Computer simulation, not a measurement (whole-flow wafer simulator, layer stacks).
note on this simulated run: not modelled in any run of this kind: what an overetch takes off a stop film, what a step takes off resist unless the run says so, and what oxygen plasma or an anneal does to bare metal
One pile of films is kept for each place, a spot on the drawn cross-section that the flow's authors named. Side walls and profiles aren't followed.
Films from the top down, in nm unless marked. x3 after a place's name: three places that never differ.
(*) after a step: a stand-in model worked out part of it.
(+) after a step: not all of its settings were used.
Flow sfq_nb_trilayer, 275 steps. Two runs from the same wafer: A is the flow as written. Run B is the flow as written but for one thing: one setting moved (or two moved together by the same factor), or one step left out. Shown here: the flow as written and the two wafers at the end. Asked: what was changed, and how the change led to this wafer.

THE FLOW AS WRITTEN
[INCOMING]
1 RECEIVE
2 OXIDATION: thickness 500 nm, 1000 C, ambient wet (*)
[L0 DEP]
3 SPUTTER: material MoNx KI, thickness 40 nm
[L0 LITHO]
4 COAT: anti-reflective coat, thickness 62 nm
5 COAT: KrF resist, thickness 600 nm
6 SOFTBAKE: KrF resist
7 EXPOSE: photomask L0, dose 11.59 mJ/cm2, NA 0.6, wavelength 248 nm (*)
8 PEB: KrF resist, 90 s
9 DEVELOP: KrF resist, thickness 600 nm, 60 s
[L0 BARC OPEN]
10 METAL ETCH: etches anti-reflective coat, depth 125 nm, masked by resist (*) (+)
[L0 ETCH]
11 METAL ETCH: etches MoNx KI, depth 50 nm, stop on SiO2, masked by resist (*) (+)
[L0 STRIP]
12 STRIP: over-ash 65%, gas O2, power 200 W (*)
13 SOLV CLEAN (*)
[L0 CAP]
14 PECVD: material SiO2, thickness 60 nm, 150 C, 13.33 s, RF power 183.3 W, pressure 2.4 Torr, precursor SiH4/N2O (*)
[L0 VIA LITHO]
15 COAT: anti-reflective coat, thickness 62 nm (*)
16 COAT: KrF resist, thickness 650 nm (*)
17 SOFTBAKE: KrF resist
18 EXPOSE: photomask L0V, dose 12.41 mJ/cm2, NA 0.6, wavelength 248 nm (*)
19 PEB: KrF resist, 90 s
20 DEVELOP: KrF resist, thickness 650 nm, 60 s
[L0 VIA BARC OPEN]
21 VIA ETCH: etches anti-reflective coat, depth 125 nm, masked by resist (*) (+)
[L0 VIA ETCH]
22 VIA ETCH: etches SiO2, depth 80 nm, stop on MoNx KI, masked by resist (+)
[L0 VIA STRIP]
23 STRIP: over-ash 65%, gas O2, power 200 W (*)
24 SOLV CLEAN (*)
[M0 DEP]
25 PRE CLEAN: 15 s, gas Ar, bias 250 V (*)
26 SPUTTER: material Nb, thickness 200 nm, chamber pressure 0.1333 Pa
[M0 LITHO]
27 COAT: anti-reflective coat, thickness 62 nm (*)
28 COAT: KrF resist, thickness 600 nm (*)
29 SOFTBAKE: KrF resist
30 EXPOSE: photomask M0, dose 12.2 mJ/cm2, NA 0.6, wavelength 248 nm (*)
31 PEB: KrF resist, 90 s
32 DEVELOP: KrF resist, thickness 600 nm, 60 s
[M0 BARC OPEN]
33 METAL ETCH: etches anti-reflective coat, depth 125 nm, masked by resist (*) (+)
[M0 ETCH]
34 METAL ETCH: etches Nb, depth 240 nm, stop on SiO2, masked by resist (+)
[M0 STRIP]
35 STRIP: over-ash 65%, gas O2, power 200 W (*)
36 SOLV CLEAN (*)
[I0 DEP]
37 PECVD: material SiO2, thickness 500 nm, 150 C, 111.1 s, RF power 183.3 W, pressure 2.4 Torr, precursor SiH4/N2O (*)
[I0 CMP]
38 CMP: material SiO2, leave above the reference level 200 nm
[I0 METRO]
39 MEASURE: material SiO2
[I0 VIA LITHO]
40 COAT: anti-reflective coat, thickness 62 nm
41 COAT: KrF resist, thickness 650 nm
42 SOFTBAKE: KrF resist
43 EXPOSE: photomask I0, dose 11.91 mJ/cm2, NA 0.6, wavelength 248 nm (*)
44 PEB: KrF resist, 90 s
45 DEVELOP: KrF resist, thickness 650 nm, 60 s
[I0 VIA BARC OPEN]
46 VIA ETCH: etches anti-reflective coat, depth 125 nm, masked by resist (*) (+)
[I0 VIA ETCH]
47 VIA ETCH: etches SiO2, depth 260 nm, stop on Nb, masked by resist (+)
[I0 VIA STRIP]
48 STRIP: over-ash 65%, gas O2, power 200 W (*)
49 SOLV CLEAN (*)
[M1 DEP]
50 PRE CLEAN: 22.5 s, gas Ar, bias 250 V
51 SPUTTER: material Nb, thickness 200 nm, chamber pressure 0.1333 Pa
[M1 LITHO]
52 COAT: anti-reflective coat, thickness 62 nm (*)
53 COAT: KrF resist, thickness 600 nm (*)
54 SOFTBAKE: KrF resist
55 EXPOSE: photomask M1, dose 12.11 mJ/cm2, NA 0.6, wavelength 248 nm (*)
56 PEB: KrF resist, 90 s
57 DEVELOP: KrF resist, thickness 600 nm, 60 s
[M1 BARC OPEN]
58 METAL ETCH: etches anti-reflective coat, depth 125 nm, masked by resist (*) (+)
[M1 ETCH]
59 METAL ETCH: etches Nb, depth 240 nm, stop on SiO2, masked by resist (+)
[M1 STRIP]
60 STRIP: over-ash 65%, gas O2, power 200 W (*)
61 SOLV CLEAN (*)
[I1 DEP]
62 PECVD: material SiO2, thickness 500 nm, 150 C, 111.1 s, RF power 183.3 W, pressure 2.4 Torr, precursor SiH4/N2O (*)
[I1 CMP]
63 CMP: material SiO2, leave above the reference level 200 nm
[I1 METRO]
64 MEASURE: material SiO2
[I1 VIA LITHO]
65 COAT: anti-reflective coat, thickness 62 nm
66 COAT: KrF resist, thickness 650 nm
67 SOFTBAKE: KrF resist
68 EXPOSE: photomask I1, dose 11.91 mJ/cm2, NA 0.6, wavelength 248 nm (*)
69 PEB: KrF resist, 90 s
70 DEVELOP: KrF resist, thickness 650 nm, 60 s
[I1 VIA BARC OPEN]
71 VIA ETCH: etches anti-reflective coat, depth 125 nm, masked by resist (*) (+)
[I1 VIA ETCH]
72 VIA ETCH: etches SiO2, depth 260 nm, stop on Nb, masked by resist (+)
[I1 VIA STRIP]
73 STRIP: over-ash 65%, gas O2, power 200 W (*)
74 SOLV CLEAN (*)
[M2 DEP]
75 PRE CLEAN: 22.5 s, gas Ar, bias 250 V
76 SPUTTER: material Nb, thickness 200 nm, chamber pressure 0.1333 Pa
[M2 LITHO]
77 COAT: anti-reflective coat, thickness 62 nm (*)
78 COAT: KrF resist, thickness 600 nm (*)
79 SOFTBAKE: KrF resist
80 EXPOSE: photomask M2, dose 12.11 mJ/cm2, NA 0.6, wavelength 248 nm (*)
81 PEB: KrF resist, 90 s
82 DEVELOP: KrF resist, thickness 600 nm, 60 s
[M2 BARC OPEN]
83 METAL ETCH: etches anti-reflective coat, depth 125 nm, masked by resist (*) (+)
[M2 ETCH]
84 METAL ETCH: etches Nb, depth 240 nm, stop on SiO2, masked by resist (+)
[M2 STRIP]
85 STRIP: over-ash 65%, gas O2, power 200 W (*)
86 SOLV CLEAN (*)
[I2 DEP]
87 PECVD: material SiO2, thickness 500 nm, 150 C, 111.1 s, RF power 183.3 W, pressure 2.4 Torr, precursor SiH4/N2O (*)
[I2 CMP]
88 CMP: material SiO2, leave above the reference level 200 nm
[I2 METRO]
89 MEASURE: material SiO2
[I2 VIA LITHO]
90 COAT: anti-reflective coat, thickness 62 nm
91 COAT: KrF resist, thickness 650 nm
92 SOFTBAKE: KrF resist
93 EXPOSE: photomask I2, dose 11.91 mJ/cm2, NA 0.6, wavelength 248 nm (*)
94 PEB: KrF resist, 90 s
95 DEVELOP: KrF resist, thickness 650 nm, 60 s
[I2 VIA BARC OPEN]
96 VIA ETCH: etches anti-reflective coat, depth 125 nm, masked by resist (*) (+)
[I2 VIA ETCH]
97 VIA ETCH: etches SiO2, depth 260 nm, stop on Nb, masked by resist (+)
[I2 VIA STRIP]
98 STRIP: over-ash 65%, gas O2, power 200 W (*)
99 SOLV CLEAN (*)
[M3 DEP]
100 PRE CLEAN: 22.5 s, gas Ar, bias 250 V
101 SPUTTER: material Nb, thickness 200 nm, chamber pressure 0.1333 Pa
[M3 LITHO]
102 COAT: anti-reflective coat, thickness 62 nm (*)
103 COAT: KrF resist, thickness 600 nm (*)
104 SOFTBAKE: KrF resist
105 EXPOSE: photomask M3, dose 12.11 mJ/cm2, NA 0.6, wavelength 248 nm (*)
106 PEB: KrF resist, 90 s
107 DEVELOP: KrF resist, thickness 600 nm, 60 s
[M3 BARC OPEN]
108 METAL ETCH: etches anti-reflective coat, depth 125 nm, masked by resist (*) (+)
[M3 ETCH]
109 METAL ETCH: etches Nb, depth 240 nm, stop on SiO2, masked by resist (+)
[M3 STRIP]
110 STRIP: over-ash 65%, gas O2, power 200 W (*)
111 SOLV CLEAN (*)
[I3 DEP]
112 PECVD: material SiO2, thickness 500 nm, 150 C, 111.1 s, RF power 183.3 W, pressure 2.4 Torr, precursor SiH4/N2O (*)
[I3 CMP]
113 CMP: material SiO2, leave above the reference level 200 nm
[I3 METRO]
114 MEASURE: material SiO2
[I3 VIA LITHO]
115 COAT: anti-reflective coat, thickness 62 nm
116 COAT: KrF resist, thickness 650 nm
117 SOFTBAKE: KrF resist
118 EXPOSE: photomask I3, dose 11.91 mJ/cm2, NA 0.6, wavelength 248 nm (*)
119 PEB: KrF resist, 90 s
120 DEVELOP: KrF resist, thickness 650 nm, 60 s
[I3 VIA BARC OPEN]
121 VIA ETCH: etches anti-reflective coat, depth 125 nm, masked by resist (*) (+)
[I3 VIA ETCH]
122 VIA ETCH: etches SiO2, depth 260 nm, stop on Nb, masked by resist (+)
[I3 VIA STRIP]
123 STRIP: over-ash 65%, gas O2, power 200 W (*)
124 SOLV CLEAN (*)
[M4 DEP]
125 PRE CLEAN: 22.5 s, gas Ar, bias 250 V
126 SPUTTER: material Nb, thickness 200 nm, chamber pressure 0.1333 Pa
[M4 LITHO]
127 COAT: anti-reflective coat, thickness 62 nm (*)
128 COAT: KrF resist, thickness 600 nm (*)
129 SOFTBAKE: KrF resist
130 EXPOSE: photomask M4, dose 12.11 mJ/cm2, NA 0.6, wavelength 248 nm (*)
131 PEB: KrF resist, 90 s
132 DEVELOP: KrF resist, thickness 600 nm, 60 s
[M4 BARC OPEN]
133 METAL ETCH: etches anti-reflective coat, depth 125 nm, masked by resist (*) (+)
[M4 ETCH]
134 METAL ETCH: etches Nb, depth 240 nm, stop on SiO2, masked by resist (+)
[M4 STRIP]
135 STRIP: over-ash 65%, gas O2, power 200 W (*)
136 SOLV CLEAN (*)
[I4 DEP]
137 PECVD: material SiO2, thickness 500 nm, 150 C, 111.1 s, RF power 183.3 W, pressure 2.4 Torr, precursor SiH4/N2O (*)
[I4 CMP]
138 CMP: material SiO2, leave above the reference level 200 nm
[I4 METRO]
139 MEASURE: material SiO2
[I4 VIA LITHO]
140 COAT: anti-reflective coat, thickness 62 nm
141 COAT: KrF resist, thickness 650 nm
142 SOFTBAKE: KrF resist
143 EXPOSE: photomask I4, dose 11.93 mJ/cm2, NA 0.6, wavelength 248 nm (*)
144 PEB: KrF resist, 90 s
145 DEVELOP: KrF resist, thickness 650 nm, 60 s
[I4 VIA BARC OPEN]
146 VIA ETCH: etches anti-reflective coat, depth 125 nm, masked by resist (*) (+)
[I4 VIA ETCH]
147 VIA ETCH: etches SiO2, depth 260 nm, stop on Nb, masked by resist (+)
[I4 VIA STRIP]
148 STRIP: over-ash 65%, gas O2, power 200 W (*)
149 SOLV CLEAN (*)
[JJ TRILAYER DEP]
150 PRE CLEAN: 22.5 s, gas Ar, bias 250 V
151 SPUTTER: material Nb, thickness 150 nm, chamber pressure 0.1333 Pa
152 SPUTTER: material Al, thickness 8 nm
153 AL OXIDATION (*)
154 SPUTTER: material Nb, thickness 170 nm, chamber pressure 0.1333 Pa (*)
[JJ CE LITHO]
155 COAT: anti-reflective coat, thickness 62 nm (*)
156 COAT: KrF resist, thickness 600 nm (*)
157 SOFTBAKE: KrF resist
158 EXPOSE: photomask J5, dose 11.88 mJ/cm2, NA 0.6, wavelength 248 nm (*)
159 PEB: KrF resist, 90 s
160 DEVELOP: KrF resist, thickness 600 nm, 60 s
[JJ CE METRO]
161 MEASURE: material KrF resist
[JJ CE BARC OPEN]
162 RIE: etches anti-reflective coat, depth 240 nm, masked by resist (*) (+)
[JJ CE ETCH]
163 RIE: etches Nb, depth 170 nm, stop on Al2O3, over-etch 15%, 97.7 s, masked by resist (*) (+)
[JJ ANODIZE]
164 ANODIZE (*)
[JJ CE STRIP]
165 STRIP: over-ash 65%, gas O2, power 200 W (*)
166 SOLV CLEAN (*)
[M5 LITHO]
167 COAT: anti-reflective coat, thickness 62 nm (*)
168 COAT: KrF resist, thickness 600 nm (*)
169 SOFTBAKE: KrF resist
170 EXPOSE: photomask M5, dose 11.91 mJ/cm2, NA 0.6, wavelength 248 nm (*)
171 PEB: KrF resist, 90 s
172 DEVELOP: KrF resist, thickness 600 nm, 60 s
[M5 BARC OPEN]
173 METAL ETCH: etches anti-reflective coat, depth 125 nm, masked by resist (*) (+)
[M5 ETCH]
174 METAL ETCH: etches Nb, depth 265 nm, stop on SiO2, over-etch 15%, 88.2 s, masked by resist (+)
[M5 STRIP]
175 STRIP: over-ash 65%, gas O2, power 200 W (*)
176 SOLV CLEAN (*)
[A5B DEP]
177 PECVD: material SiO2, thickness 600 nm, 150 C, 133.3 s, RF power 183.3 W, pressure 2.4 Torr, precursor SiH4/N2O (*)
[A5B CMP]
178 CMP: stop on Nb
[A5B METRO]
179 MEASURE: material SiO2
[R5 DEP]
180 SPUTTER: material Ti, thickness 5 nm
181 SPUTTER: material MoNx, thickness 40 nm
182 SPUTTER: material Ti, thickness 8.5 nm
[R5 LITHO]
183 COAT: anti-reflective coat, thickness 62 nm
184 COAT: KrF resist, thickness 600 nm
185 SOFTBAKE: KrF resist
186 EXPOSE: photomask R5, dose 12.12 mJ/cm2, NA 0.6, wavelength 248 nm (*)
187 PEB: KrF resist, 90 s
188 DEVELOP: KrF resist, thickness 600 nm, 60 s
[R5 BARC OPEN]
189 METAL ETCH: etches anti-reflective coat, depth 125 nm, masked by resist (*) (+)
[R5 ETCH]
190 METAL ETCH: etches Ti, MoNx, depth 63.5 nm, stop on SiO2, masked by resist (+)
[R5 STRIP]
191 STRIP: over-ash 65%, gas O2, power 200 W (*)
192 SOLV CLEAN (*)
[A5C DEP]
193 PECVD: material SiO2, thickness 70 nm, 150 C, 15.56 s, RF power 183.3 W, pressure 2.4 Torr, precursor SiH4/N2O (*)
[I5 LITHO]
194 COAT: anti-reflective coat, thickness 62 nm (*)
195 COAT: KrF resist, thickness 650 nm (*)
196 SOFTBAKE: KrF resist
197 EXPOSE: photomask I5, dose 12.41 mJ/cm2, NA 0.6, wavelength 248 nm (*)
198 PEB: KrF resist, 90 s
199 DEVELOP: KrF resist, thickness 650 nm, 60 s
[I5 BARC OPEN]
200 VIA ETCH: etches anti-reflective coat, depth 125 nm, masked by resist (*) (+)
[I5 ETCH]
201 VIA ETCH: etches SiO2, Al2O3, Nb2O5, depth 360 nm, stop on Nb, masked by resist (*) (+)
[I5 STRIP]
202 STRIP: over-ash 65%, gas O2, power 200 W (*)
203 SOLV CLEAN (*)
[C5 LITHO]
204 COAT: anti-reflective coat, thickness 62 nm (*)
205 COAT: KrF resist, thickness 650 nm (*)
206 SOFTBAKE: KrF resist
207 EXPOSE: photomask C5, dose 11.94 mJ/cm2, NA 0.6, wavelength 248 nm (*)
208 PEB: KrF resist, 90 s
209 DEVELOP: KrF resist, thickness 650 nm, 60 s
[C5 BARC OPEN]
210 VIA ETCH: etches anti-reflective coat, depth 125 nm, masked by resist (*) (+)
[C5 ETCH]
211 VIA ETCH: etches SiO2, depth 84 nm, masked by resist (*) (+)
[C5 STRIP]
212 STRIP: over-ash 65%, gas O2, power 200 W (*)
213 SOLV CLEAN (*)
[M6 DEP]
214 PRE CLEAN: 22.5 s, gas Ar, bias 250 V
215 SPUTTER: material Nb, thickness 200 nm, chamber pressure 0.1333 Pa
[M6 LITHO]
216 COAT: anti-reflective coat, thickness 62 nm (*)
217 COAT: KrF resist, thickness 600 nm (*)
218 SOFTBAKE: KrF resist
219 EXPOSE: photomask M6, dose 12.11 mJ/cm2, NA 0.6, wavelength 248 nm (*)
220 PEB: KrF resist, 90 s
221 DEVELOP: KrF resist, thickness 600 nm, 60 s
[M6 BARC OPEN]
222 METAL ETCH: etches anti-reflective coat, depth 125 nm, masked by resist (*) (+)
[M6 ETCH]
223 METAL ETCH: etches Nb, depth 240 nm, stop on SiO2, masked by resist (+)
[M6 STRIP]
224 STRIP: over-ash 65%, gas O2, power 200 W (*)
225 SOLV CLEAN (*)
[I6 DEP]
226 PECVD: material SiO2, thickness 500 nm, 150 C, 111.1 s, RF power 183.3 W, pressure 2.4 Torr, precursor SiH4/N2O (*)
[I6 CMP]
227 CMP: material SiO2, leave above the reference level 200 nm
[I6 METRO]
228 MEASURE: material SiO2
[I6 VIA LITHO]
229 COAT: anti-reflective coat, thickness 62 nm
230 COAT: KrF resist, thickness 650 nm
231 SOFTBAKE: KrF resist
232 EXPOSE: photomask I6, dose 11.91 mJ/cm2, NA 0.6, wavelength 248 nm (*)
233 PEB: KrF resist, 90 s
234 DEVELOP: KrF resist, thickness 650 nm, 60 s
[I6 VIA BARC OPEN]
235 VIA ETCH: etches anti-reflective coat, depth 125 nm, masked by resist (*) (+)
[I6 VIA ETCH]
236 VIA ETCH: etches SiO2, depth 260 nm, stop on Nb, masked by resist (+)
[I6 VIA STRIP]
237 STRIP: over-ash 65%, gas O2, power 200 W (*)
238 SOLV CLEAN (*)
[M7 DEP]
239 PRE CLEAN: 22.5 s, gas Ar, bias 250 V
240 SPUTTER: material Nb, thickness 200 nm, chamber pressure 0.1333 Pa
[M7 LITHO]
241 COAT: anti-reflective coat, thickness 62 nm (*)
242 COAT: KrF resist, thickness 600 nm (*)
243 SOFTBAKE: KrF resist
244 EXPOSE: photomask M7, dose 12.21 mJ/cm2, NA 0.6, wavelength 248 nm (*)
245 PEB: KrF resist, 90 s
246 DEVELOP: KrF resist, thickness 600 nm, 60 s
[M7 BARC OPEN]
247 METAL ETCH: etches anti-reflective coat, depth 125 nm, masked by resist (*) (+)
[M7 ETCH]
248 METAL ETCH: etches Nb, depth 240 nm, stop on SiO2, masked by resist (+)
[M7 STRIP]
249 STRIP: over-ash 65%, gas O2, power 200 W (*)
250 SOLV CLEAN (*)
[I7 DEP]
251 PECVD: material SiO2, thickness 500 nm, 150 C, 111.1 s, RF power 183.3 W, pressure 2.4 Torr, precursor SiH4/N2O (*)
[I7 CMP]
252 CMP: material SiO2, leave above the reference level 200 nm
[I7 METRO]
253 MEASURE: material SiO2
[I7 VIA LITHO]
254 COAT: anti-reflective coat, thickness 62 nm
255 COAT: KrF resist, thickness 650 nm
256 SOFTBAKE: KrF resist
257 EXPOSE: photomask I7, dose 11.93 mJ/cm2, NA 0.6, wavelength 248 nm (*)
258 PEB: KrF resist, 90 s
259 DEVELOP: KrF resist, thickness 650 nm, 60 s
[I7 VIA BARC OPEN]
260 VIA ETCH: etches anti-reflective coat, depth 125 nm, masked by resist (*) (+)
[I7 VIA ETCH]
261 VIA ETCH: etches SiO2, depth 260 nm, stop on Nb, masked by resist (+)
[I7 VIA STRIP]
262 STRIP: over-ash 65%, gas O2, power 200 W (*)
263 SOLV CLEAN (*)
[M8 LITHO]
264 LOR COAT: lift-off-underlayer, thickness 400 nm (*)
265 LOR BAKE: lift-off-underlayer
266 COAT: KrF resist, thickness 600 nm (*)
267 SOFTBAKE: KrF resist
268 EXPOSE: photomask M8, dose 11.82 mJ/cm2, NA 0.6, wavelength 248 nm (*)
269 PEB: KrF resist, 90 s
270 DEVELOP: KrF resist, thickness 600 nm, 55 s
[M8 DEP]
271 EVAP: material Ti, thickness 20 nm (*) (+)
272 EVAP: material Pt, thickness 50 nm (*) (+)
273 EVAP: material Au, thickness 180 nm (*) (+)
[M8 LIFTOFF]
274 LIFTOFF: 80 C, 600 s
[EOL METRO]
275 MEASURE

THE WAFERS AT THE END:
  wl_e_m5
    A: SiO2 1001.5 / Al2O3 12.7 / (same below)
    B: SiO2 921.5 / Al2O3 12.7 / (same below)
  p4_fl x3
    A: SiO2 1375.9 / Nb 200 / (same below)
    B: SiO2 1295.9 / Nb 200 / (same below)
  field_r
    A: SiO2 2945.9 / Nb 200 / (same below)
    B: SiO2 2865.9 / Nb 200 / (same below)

The cause: step 240, SPUTTER: thickness 120 nm was run, where the flow has thickness 200 nm.

How the change led to this, step by step:
  240 SPUTTER: material Nb, thickness 200 nm, chamber pressure 0.1333 Pa
      field_l, v_sur, via_wl and 102 more: A Nb +200 (new film) | B Nb +120 (new film)
      via_v: A Nb +161.1 | B Nb +96.5
  241 COAT: anti-reflective coat, thickness 62 nm (*)
      via_v: A anti-reflective coat +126 (new film) | B anti-reflective coat +121.5 (new film)
  248 METAL ETCH: etches Nb, depth 240 nm, stop on SiO2, masked by resist (+)
      field_l, field_r, lsp_l and 62 more: A Nb -200 (all of it) | B Nb -120 (all of it)
      v_sur, via_wl, via_w and 38 more: A KrF resist -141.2 | B KrF resist -105.9
  249 STRIP: over-ash 65%, gas O2, power 200 W (*)
      wl_j_sl, wl_jj, wl_j_sr and 14 more: A KrF resist -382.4 (all of it), anti-reflective coat -62 (all of it) | B KrF resist -417.7 (all of it), anti-reflective coat -62 (all of it)
      ln_m5, lsp_m, ln_m6: A KrF resist -381.9 (all of it), anti-reflective coat -61.8 (all of it) | B KrF resist -417.2 (all of it), anti-reflective coat -61.8 (all of it)
      (and at 21 more places)
  251 PECVD: material SiO2, thickness 500 nm, 150 C, 111.1 s, RF power 183.3 W, pressure 2.4 Torr, precursor SiH4/N2O (*)
      m7r_space_l x2: A SiO2 +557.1 | B SiO2 +500
      via_v: A SiO2 +621 (new film) | B SiO2 +596.9 (new film)
  252 CMP: material SiO2, leave above the reference level 200 nm
      field_l, p4_fl x3, p4_w1 x9 and 46 more: A SiO2 -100 | B SiO2 -180
      field_r, lsp_l: A SiO2 -77.7 | B SiO2 -166.6
      (and at 5 more places)
